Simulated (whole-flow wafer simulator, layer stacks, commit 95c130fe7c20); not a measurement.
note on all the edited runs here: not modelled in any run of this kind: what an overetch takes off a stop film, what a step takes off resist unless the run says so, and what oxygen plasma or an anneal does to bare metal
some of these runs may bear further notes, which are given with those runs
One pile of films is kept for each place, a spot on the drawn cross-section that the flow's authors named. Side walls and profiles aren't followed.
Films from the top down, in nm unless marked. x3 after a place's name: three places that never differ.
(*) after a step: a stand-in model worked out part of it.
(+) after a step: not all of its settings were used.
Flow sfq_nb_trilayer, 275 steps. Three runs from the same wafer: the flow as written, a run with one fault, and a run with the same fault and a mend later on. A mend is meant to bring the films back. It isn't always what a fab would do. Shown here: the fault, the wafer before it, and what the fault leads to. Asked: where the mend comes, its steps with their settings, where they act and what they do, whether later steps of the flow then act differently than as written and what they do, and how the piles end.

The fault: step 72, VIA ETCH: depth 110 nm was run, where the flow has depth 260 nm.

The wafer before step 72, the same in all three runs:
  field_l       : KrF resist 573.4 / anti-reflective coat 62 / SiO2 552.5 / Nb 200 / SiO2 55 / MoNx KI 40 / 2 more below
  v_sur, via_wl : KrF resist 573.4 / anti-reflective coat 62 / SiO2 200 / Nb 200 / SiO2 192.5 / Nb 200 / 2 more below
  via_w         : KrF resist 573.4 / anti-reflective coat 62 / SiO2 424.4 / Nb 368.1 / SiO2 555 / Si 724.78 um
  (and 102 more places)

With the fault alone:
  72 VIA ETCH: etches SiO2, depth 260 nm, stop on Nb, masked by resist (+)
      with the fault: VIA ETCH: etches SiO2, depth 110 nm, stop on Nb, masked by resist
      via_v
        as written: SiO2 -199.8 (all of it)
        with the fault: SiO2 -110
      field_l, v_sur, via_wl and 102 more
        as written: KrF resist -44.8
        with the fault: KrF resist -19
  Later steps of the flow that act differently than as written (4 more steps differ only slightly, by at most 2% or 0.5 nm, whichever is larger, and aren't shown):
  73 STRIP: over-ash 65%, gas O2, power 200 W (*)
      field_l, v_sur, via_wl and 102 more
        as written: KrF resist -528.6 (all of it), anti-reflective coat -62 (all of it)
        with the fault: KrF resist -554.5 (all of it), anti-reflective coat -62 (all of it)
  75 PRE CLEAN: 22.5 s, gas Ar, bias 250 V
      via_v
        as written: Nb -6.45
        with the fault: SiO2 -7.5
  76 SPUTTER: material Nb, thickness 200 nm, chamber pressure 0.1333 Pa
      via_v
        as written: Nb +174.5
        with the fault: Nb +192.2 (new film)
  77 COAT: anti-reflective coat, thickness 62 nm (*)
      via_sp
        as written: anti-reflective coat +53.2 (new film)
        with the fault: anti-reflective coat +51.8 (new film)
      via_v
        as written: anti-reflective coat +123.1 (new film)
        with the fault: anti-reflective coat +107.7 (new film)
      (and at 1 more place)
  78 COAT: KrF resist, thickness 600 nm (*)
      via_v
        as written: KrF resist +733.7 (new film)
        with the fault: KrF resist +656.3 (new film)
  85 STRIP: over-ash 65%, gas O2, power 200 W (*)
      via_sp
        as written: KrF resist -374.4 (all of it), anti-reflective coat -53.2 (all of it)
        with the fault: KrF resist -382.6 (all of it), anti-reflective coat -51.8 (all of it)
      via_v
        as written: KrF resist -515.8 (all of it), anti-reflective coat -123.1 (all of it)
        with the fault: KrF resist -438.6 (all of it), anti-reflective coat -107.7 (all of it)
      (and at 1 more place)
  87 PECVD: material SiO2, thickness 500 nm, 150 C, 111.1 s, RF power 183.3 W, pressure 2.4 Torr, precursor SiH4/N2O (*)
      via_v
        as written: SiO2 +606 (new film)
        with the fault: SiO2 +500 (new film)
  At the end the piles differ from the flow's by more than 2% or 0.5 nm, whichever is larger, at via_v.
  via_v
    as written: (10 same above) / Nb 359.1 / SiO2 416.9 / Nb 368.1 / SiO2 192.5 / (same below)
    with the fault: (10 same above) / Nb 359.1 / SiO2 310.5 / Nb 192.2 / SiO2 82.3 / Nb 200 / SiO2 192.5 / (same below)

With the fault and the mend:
  The mend comes after step 73.
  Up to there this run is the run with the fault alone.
  73a COAT: anti-reflective coat, thickness 62 nm (*) (the flow's step 65 once more)
      p4_fl x3, p4_w1 x9, p4_g1 x2 and 63 more
        anti-reflective coat +62 (new film)
      c5j, ce_r, sp_r and 13 more
        anti-reflective coat +61.9 (new film)
      field_l, v_sur, gap, jj_sur, ce_l
        anti-reflective coat +61.8 (new film)
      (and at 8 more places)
  73b COAT: KrF resist, thickness 650 nm (*) (the flow's step 66 once more)
      p4_fl x3, p4_w1 x9, p4_g1 x2 and 63 more
        KrF resist +650 (new film)
      r_end, moat, field_r, lsp_l, ln_m5
        KrF resist +649.7 (new film)
      lsp_m, ln_m6, lsp_r, l0_sur, l0v
        KrF resist +649.8 (new film)
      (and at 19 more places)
  73c SOFTBAKE: KrF resist (the flow's step 67 once more)
      changes no film at any place that is followed
  73d EXPOSE: photomask I1, dose 11.91 mJ/cm2, NA 0.6, wavelength 248 nm (*) (the flow's step 68 once more)
      changes no film at any place that is followed
  73e PEB: KrF resist, 90 s (the flow's step 69 once more)
      via_sp, wire, jj_sur and 94 more
        KrF resist -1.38
      field_l, v_sur, via_wl, via_w, via_wr, be, be_sur, gap
        KrF resist -1.37
      via_v
        KrF resist -1.52
  73f DEVELOP: KrF resist, thickness 650 nm, 60 s (the flow's step 70 once more)
      field_l, v_sur, via_wl and 102 more
        KrF resist -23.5
      via_v
        KrF resist -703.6 (all of it)
  73g VIA ETCH: etches anti-reflective coat, depth 125 nm, masked by resist (+) (the flow's step 71 once more)
      field_l, v_sur, via_wl and 102 more
        KrF resist -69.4
      via_v
        anti-reflective coat -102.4 (all of it), SiO2 -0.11
  73h VIA ETCH: etches SiO2, depth 150 nm, stop on Nb, masked by resist (+) (the flow's step 72 once more, with other settings)
      field_l, v_sur, via_wl and 102 more
        KrF resist -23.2
      via_v
        SiO2 -89.7 (all of it)
  73i STRIP: over-ash 65%, gas O2, power 200 W (*) (the flow's step 73 once more)
      p4_fl x3, p4_w1 x9, p4_g1 x2 and 63 more
        KrF resist -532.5 (all of it), anti-reflective coat -62 (all of it)
      field_r, lsp_l, ln_m5, lsp_m, ln_m6, lsp_r, l0_sur, l0v
        KrF resist -532.2 (all of it), anti-reflective coat -61.9 (all of it)
      res, r_end, moat
        KrF resist -532.1 (all of it), anti-reflective coat -61.9 (all of it)
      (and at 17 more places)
  No later step of the flow acts differently than as written, at any place that is followed, by more than 2% or 0.5 nm, whichever is larger.
  At the end the piles differ from the flow's only slightly at the places that both follow, by at most 2% or 0.5 nm, whichever is larger.
